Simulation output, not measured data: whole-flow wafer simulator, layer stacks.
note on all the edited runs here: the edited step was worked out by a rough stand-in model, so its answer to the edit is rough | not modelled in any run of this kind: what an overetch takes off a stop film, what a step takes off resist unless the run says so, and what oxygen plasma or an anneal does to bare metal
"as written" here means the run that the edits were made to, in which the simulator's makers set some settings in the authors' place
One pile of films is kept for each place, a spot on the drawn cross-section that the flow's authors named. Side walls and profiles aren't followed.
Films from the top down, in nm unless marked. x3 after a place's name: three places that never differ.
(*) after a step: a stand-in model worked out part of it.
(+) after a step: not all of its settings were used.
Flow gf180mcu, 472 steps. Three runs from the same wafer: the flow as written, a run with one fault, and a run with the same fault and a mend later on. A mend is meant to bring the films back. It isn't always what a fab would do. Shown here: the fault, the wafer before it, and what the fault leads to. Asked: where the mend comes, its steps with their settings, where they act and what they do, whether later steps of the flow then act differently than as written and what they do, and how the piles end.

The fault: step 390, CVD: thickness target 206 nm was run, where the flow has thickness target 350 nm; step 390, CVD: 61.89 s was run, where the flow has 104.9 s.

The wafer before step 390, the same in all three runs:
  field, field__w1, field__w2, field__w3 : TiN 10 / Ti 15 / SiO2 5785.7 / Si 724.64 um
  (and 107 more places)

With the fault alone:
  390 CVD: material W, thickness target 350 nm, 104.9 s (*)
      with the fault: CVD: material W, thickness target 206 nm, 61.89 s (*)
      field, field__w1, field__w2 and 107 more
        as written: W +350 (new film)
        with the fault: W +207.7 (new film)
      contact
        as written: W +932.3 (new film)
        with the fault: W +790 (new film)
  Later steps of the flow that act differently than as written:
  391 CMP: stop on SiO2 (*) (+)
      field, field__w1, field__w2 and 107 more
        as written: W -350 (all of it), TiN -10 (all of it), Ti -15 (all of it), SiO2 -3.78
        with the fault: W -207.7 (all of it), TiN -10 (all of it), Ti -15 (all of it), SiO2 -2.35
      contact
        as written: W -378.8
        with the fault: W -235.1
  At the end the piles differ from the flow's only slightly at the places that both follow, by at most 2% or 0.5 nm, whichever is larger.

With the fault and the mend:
  The mend comes after step 390.
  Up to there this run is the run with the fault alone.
  390a CVD: material W, thickness target 144 nm, 43.16 s (the flow's step 390 once more, with other settings)
      field, field__w1, field__w2 and 108 more
        W +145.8
  No later step of the flow acts differently than as written, at any place that is followed, by more than 2% or 0.5 nm, whichever is larger.
  At the end the piles differ from the flow's only slightly at the places that both follow, by at most 2% or 0.5 nm, whichever is larger.
